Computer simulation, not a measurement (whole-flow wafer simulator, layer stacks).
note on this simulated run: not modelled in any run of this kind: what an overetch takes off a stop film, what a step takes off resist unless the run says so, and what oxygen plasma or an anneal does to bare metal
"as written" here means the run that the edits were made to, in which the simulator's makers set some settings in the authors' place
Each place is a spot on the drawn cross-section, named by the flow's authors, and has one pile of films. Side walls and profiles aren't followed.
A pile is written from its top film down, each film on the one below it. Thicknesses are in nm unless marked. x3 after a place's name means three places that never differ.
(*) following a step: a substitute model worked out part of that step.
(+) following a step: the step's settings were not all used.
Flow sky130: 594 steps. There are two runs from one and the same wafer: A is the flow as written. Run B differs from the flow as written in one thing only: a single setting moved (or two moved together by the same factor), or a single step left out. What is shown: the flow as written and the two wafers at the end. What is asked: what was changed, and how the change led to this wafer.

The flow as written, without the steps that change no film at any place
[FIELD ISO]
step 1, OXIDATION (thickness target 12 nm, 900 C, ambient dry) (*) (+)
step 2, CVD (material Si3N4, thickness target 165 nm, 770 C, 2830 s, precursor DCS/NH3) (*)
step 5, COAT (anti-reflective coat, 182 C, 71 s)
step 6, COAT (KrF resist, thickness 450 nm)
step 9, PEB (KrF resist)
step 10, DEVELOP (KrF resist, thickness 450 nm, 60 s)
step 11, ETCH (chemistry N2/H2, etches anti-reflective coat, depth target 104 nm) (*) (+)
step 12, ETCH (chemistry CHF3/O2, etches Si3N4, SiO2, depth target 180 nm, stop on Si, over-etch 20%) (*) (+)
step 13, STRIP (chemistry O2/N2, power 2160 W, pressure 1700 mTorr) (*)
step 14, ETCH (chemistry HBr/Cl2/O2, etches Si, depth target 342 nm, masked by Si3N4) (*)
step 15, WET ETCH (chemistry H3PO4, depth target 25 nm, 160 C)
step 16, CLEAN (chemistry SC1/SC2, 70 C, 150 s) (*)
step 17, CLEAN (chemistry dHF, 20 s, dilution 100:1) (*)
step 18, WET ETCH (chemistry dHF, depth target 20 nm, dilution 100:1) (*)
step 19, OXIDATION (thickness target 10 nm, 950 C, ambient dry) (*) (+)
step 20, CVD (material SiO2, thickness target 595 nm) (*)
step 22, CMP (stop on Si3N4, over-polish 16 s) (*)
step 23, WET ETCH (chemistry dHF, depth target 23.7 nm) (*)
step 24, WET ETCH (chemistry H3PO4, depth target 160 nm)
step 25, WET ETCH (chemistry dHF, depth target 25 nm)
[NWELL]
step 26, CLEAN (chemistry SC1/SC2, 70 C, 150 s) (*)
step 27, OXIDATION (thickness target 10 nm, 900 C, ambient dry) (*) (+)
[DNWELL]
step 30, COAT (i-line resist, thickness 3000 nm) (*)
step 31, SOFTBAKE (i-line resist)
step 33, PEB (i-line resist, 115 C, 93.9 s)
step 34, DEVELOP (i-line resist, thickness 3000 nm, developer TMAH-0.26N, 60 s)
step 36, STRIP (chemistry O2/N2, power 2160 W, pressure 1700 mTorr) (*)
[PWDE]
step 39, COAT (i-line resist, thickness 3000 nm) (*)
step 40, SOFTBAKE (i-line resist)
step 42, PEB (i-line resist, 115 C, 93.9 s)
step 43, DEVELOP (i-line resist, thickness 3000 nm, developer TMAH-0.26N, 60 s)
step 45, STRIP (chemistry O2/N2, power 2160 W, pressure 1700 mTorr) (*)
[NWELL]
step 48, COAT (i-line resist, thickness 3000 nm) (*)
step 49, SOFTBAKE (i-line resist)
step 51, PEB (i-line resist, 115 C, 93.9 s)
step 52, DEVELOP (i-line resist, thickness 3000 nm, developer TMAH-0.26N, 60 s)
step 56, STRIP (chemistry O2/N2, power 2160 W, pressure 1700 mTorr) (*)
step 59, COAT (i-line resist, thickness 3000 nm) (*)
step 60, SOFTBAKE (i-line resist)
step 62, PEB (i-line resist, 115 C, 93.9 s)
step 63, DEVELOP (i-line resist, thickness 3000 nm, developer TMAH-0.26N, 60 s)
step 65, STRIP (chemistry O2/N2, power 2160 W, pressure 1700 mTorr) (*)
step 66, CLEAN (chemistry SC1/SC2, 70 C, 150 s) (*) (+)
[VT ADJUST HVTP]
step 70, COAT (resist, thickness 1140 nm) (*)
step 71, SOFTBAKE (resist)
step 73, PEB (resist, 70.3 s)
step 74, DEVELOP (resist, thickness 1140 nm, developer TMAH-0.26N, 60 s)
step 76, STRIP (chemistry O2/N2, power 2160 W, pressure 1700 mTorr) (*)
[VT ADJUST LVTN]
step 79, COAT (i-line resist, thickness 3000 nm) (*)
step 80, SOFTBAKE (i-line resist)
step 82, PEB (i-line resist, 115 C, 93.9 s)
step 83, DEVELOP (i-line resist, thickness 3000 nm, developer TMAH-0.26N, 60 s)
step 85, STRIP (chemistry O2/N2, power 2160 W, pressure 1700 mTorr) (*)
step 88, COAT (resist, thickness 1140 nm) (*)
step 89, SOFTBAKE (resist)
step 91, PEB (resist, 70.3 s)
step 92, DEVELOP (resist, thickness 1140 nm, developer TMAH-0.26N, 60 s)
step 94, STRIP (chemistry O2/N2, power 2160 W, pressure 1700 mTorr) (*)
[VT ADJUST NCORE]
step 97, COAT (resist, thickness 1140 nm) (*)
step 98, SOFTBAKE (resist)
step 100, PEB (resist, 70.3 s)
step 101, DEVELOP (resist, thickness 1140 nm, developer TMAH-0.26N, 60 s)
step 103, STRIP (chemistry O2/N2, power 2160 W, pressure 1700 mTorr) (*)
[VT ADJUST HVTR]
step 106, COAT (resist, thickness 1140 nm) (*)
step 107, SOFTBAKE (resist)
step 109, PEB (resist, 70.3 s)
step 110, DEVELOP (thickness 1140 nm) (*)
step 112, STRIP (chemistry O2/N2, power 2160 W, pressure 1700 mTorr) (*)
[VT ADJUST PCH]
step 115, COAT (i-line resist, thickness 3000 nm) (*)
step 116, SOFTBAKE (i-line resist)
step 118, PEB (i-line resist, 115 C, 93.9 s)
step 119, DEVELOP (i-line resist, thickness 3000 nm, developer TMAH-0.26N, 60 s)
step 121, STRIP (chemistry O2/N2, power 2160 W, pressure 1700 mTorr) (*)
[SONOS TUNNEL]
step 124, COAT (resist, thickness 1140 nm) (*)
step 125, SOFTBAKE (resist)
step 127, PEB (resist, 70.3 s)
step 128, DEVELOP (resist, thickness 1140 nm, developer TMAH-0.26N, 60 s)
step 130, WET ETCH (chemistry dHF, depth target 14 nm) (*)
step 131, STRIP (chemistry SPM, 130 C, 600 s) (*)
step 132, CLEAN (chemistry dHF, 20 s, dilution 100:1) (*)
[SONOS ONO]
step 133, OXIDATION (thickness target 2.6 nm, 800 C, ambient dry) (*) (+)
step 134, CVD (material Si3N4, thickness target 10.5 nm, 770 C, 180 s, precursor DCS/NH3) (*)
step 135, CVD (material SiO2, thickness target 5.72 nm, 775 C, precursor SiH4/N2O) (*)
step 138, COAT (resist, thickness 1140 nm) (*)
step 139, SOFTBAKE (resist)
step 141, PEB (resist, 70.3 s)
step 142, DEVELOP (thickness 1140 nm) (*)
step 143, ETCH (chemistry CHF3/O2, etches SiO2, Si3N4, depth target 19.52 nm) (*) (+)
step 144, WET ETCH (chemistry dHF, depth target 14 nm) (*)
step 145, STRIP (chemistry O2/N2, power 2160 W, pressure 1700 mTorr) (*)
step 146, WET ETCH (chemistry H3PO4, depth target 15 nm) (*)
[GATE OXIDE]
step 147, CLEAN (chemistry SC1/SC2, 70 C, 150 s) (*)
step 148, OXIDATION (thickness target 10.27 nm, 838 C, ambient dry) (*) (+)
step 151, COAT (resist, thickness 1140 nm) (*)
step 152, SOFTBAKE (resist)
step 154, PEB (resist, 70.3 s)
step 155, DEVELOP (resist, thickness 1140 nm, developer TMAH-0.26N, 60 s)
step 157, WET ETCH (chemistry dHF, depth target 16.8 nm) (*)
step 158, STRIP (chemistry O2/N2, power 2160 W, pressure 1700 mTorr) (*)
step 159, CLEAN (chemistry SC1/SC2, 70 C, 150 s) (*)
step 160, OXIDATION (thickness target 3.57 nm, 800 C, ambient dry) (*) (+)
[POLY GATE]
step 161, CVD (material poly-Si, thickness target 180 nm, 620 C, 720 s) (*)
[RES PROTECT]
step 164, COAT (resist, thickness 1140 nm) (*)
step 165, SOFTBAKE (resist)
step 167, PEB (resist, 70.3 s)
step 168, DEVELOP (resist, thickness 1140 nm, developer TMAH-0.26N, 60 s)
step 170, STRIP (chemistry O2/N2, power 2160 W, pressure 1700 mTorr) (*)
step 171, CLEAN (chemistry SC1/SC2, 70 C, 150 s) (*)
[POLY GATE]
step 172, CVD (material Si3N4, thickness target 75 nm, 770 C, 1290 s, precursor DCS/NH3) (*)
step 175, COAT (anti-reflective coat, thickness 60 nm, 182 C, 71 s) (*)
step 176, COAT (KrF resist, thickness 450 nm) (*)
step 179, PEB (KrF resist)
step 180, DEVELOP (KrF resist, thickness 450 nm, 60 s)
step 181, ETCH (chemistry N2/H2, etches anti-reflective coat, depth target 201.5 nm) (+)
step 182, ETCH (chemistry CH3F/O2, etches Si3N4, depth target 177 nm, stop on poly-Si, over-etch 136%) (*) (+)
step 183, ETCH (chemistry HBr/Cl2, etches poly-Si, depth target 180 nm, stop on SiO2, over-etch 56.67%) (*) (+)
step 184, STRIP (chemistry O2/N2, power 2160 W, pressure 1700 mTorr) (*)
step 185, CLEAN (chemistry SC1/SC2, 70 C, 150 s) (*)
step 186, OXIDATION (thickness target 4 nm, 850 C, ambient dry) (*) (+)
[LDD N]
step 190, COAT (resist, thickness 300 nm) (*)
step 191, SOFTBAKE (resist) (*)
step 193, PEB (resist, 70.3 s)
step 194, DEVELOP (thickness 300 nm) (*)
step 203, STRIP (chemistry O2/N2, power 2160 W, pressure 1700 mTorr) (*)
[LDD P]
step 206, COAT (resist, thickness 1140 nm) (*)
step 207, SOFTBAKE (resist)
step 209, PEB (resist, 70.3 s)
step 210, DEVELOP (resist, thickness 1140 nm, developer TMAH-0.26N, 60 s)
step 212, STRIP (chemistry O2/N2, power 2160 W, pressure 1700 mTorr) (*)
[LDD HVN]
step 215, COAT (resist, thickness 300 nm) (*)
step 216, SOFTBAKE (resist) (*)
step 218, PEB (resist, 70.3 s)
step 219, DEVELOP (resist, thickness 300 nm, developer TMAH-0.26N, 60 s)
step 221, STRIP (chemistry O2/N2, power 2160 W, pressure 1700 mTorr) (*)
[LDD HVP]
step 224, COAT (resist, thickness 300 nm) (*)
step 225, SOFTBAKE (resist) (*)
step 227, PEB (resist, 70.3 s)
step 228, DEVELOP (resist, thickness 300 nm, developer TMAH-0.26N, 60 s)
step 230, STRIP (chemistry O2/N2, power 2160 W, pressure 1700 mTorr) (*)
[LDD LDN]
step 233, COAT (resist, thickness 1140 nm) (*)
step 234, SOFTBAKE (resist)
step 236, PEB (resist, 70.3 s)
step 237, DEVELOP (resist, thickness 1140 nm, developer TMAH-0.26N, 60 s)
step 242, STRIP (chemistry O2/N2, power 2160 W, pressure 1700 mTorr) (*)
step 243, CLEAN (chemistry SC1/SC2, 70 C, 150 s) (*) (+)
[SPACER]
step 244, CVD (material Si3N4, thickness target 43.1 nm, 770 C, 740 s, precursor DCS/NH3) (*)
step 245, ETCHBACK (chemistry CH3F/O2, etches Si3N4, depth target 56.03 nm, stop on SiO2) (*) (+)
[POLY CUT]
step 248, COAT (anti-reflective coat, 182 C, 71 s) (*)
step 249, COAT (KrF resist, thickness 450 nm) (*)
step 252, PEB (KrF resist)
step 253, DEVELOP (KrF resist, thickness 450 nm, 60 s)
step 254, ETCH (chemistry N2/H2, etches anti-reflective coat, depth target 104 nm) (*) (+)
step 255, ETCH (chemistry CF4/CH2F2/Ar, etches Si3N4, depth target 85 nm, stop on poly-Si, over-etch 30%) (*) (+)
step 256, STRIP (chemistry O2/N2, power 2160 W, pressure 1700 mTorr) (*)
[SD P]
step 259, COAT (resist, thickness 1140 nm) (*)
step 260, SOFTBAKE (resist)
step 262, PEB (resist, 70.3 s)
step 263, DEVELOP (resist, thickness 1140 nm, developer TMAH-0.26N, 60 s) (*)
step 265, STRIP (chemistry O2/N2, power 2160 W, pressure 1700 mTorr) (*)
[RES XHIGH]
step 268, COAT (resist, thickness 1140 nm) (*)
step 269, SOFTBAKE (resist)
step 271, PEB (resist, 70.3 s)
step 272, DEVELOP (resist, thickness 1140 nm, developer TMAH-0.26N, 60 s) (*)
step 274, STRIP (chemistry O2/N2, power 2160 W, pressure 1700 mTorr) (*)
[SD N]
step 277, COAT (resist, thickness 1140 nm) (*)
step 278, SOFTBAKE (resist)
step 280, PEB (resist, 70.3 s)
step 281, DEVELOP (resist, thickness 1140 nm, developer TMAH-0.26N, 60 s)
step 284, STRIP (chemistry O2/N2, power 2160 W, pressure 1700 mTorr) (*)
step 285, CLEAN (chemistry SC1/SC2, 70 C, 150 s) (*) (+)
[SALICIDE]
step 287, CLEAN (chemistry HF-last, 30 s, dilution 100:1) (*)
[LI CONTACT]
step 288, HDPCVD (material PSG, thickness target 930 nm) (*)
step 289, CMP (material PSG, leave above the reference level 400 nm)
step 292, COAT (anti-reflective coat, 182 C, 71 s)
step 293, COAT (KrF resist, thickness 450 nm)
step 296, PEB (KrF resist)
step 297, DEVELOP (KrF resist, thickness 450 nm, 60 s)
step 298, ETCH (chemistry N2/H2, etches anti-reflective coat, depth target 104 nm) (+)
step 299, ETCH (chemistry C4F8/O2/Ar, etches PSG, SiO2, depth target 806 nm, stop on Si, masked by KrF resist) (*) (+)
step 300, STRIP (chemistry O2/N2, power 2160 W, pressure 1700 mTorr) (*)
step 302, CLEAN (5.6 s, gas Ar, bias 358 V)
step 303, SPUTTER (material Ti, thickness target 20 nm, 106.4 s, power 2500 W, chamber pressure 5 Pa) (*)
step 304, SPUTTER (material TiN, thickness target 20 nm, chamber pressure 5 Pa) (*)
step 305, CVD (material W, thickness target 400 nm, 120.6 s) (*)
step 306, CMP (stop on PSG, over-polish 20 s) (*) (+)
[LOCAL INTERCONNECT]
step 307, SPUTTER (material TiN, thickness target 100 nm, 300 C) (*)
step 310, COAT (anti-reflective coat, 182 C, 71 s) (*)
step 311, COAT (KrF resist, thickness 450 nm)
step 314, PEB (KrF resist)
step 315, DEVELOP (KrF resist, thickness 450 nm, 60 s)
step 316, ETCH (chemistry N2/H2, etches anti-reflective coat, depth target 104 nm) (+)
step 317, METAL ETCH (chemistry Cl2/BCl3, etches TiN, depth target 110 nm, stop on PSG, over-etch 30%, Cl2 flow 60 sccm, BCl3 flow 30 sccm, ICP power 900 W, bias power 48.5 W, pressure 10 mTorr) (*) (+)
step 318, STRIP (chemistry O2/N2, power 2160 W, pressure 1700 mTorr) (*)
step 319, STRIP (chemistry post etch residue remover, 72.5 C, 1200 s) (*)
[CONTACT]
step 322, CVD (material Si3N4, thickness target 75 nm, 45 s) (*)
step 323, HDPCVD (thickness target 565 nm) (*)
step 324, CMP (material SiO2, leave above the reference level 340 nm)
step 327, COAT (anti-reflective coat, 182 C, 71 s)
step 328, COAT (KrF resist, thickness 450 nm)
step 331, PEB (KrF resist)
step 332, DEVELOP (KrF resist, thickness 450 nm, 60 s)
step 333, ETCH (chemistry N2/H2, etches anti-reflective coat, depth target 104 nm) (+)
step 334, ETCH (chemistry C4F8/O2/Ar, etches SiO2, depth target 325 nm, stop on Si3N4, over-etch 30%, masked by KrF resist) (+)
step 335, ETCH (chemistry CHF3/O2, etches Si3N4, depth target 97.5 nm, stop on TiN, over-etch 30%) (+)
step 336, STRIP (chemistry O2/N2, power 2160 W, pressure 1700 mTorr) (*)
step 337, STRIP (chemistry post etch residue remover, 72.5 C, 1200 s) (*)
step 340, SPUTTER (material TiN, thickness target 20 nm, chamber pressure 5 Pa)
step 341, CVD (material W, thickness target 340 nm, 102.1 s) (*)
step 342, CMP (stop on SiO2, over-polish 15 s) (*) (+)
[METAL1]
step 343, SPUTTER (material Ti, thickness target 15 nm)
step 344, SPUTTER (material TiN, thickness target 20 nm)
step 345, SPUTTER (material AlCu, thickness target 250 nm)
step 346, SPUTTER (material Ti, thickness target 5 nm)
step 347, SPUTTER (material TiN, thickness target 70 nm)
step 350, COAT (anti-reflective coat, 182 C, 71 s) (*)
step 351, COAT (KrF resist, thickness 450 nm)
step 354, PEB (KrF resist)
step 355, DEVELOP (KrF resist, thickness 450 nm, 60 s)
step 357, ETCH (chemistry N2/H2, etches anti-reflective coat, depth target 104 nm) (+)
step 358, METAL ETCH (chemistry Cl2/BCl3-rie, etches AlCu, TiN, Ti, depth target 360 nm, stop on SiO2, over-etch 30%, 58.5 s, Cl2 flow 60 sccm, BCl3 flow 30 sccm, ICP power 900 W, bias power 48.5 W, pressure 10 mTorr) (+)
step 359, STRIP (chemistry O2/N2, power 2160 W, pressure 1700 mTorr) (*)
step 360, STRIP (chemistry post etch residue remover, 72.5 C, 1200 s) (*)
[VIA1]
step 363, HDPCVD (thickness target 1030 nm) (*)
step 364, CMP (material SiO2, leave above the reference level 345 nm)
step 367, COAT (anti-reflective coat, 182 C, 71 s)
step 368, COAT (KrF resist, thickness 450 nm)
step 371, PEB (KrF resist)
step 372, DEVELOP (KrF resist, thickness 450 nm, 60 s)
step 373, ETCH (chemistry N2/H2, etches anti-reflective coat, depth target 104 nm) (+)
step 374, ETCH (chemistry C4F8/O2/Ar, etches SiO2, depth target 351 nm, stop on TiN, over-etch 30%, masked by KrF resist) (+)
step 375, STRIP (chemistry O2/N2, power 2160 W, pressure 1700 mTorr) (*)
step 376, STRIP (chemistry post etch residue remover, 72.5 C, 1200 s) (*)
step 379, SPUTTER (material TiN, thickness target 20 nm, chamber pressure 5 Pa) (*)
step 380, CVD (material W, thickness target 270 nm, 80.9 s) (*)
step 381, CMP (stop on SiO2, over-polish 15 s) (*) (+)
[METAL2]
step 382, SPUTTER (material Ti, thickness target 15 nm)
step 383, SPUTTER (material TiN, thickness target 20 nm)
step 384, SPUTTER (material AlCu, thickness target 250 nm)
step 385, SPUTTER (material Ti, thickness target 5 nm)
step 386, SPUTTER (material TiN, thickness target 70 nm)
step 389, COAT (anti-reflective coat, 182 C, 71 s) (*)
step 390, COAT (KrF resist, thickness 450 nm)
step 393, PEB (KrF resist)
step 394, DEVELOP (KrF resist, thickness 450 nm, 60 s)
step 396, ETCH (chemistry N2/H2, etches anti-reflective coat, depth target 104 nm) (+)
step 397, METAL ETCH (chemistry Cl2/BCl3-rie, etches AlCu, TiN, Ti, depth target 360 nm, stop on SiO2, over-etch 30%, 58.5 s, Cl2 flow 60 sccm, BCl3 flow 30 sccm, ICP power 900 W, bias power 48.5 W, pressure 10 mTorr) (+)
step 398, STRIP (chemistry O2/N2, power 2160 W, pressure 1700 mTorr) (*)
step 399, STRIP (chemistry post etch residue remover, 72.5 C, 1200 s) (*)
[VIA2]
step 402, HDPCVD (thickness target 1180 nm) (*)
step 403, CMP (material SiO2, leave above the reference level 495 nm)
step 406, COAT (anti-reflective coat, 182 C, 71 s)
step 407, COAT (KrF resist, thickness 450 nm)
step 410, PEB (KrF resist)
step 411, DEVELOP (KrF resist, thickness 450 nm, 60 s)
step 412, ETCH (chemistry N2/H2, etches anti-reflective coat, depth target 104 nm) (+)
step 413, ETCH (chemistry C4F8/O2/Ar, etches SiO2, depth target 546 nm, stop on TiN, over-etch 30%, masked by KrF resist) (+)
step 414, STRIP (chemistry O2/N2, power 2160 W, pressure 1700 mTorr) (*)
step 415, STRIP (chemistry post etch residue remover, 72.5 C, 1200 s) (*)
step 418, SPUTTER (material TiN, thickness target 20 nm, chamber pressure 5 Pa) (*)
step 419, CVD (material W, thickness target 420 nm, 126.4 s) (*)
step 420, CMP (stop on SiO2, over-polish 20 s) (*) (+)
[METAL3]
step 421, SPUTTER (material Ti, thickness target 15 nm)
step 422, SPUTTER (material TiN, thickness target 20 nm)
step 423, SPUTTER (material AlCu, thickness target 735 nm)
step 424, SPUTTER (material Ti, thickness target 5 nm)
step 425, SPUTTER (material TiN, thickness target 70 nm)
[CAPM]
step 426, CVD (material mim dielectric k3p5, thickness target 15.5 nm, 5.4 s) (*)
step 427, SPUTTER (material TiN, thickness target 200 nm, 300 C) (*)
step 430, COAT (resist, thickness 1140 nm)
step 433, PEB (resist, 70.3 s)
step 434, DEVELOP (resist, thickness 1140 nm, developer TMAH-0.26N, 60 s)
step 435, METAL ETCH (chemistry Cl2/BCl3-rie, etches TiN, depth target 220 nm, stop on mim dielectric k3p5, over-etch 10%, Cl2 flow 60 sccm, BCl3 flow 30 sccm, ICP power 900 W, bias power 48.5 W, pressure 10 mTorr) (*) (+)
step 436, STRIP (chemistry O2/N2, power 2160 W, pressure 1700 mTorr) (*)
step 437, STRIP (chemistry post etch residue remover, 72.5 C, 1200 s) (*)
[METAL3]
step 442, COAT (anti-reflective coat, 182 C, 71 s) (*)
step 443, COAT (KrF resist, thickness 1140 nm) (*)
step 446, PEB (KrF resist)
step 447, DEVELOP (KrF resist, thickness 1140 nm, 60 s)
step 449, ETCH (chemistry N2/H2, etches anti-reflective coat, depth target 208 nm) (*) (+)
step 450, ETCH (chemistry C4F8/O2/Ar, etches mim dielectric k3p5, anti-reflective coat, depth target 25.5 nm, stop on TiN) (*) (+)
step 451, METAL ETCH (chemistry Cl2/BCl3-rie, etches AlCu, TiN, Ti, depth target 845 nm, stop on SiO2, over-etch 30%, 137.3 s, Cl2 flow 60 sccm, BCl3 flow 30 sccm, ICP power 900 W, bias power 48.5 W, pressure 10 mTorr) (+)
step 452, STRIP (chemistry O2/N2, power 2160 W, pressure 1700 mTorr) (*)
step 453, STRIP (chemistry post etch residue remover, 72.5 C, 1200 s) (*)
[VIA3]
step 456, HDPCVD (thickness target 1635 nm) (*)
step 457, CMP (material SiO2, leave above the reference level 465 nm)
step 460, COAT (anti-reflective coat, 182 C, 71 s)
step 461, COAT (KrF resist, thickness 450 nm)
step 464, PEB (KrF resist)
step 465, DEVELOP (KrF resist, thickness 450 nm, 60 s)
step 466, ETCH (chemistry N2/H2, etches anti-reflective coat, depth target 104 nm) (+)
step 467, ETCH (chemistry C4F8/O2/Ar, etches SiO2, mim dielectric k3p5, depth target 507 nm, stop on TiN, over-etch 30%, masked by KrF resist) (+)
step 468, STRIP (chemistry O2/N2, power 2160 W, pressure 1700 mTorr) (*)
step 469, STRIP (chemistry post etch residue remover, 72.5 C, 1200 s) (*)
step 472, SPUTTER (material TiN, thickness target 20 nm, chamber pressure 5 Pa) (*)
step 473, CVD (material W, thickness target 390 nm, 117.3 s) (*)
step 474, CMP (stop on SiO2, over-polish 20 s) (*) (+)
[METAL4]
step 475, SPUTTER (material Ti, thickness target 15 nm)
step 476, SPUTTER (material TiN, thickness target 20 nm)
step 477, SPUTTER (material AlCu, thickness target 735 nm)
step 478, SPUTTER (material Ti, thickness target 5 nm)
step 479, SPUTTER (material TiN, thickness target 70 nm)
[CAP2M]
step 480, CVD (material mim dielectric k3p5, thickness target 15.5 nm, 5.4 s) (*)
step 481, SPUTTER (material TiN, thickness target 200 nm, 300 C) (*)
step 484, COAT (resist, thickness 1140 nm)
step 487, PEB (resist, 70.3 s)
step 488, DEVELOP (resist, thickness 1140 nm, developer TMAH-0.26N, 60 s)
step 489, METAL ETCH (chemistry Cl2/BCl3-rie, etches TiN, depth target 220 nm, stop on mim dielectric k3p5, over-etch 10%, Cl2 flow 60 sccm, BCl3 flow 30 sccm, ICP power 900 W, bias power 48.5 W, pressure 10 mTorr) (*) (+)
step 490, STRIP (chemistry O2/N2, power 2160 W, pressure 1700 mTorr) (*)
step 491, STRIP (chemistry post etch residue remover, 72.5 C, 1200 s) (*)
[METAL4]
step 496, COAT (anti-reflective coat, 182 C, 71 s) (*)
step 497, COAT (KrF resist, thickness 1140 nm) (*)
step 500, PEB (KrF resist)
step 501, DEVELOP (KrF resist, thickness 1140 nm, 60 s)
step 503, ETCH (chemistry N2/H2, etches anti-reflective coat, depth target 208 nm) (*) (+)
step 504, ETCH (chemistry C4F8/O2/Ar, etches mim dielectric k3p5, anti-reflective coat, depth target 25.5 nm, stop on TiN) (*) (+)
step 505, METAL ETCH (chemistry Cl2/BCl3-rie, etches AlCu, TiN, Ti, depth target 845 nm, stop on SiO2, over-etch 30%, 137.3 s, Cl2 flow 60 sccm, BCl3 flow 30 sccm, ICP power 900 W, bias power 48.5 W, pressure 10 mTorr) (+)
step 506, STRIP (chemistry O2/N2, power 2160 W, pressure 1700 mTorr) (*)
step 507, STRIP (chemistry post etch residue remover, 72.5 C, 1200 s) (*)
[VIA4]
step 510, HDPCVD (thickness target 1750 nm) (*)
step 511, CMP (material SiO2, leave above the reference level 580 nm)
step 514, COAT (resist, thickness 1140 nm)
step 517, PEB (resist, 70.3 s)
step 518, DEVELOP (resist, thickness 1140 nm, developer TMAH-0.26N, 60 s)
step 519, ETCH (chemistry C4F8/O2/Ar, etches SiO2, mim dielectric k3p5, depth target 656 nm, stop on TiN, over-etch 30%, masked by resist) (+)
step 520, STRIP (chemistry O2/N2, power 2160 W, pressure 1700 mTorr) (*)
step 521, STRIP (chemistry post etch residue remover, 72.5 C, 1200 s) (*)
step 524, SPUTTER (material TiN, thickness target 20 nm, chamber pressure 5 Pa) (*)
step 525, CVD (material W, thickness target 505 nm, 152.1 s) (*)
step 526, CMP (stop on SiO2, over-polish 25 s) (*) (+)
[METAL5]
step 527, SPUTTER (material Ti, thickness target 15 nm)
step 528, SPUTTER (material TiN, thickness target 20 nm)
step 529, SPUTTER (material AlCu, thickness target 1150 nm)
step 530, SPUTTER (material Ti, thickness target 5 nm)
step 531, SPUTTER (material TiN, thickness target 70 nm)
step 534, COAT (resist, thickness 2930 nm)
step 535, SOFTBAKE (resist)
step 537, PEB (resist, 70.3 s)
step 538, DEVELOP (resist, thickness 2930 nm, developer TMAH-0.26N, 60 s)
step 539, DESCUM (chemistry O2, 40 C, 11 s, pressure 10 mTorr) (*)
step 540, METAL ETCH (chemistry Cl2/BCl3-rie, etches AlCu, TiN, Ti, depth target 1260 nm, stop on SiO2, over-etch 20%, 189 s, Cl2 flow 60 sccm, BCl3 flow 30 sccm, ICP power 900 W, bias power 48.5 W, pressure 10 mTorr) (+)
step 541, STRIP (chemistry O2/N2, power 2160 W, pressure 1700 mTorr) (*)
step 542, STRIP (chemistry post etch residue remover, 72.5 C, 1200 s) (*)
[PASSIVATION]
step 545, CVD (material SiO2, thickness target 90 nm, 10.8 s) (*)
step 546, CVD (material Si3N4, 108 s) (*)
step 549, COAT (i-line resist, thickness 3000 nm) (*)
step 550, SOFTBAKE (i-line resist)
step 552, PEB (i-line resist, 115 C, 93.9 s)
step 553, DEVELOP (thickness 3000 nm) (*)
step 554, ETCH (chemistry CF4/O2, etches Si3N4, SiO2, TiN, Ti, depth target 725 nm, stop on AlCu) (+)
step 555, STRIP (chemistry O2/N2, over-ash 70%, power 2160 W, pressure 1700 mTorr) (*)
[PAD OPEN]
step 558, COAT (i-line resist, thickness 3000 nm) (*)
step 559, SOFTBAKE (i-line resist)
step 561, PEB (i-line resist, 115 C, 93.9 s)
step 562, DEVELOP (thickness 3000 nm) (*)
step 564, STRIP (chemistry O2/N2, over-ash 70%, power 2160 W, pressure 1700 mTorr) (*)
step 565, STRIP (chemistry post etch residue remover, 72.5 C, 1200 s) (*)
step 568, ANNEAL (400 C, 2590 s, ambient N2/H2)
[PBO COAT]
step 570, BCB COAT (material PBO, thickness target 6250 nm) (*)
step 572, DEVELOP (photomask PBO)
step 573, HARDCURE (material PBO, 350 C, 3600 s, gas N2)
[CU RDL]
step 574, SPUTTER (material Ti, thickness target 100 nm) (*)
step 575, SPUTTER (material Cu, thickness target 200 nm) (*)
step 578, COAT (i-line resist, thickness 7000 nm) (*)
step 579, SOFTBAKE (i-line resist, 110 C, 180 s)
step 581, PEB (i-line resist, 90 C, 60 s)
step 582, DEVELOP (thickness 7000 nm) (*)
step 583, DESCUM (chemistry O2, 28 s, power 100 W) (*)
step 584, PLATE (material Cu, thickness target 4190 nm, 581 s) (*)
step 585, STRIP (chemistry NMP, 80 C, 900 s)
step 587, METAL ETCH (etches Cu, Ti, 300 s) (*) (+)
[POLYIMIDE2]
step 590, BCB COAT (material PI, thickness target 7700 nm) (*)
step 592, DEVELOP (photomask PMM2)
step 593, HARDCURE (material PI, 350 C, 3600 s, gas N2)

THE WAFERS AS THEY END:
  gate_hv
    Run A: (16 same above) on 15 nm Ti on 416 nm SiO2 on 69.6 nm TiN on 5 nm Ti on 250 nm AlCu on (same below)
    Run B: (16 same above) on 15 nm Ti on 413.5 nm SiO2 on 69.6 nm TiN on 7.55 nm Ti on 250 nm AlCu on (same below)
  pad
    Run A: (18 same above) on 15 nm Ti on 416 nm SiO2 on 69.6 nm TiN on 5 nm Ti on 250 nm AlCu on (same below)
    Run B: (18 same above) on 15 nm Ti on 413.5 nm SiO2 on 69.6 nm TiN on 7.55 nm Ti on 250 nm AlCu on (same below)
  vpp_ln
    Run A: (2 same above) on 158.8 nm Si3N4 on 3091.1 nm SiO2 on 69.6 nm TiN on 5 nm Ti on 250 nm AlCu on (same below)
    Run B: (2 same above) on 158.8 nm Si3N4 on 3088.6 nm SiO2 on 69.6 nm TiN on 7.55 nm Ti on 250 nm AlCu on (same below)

Cause: step 385, SPUTTER: thickness target 7.55 nm was run, though the flow has thickness target 5 nm.
One can read it off the wafer: gate_hv has Ti 7.55, and step 385 as written asks for 5 nm.

The path from the change to this, step by step:
  step 385, SPUTTER (material Ti, thickness target 5 nm)
      field, active, n_well and 188 more: A Ti gains 5 (new film) | B Ti gains 7.55 (new film)
  step 397, METAL ETCH (chemistry Cl2/BCl3-rie, etches AlCu, TiN, Ti, depth target 360 nm, stop on SiO2, over-etch 30%, 58.5 s, Cl2 flow 60 sccm, BCl3 flow 30 sccm, ICP power 900 W, bias power 48.5 W, pressure 10 mTorr) (+)
      field, active, gate and 82 more: A TiN loses 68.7 (all of it), Ti loses 5 (all of it), AlCu loses 250 (all of it), TiN loses 20 (all of it), Ti loses 15 (all of it), SiO2 loses 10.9 | B TiN loses 68.7 (all of it), Ti loses 7.55 (all of it), AlCu loses 250 (all of it), TiN loses 20 (all of it), Ti loses 15 (all of it), SiO2 loses 10.7
